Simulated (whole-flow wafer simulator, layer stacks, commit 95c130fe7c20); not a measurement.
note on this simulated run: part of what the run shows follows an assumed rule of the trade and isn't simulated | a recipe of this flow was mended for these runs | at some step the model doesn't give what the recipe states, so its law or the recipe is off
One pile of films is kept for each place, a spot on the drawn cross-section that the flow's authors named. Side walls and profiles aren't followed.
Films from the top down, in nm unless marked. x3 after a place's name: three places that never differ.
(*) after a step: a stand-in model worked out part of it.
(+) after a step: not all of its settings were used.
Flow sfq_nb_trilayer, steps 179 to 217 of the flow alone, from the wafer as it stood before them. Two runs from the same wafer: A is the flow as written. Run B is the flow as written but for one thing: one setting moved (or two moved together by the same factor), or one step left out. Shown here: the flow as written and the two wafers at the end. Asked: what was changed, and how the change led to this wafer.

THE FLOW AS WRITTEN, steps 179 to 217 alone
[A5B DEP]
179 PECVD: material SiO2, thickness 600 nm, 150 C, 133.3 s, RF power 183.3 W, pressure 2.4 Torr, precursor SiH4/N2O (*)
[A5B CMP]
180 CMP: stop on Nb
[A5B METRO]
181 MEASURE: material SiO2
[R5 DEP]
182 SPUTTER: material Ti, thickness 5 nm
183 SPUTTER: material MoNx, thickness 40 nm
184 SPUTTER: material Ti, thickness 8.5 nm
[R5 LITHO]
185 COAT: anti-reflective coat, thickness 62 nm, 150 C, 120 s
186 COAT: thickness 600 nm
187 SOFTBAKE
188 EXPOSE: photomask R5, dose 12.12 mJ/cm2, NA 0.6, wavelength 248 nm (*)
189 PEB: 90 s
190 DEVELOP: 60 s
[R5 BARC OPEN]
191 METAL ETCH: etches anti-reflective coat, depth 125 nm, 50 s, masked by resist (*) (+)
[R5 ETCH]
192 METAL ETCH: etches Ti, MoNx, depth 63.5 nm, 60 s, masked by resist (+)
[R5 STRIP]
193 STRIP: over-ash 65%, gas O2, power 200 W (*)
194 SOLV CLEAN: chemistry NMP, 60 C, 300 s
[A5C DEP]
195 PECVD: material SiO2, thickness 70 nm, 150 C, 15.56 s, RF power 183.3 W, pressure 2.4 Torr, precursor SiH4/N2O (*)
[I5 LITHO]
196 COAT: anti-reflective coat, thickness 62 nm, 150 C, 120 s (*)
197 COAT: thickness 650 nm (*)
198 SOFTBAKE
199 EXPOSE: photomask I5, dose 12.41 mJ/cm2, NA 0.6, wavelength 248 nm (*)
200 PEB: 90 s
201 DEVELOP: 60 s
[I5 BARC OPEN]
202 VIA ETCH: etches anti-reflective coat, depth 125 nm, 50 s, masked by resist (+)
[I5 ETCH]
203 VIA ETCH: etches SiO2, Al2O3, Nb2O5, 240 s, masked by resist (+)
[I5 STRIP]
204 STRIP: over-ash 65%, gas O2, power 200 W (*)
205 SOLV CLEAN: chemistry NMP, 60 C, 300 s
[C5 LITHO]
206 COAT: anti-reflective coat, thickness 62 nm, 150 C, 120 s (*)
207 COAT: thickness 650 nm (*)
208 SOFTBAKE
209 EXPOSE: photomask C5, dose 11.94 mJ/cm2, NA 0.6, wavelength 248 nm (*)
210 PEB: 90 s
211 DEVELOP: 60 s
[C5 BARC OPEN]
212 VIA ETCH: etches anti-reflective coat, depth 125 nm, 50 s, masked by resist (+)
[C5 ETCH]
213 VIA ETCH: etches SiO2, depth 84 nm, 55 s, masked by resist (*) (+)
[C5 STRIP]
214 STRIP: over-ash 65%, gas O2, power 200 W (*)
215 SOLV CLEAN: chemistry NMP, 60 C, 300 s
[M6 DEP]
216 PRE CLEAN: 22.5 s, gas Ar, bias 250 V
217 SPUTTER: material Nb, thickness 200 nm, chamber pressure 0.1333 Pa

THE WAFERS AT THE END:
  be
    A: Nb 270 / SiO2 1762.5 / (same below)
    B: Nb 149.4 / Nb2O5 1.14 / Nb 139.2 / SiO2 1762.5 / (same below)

The cause: step 203, VIA ETCH: 168 s was run, where the flow has 240 s.

How the change led to this, step by step:
  203 VIA ETCH: etches SiO2, Al2O3, Nb2O5, 240 s, masked by resist (+)
      be: A SiO2 -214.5 (all of it), Al2O3 -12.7 (all of it), Nb2O5 -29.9 (all of it), Nb -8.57 | B SiO2 -214.5 (all of it), Al2O3 -12.7 (all of it), Nb2O5 -24.8
      field_l, v_sur, via_wl and 102 more: A KrF-resist-other-grade -240 | B KrF-resist-other-grade -168
  204 STRIP: over-ash 65%, gas O2, power 200 W (*)
      p4_fl x5, p4_w1 x9, p3_s0 x9, l0r_line_l x3, l0r_space_c x19, m0r_space_l x2: A KrF-resist-other-grade -315.7 (all of it), anti-reflective coat -62 (all of it) | B KrF-resist-other-grade -387.7 (all of it), anti-reflective coat -62 (all of it)
      wl_b_sl, wl_b_m5, wl_b_sr and 14 more: A KrF-resist-other-grade -315.6 (all of it), anti-reflective coat -62 (all of it) | B KrF-resist-other-grade -387.6 (all of it), anti-reflective coat -62 (all of it)
      (and at 41 more places)
  216 PRE CLEAN: 22.5 s, gas Ar, bias 250 V
      be: A Nb -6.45 | B Nb2O5 -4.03
  217 SPUTTER: material Nb, thickness 200 nm, chamber pressure 0.1333 Pa
      be: A Nb +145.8 | B Nb +149.4 (new film)
Counting metal films that touch as one body, be has 3 bodies (between them, from the top down: Nb2O5 1.14; SiO2 1762.5); the flow as written gives 2 bodies (between them, from the top down: SiO2 1762.5).
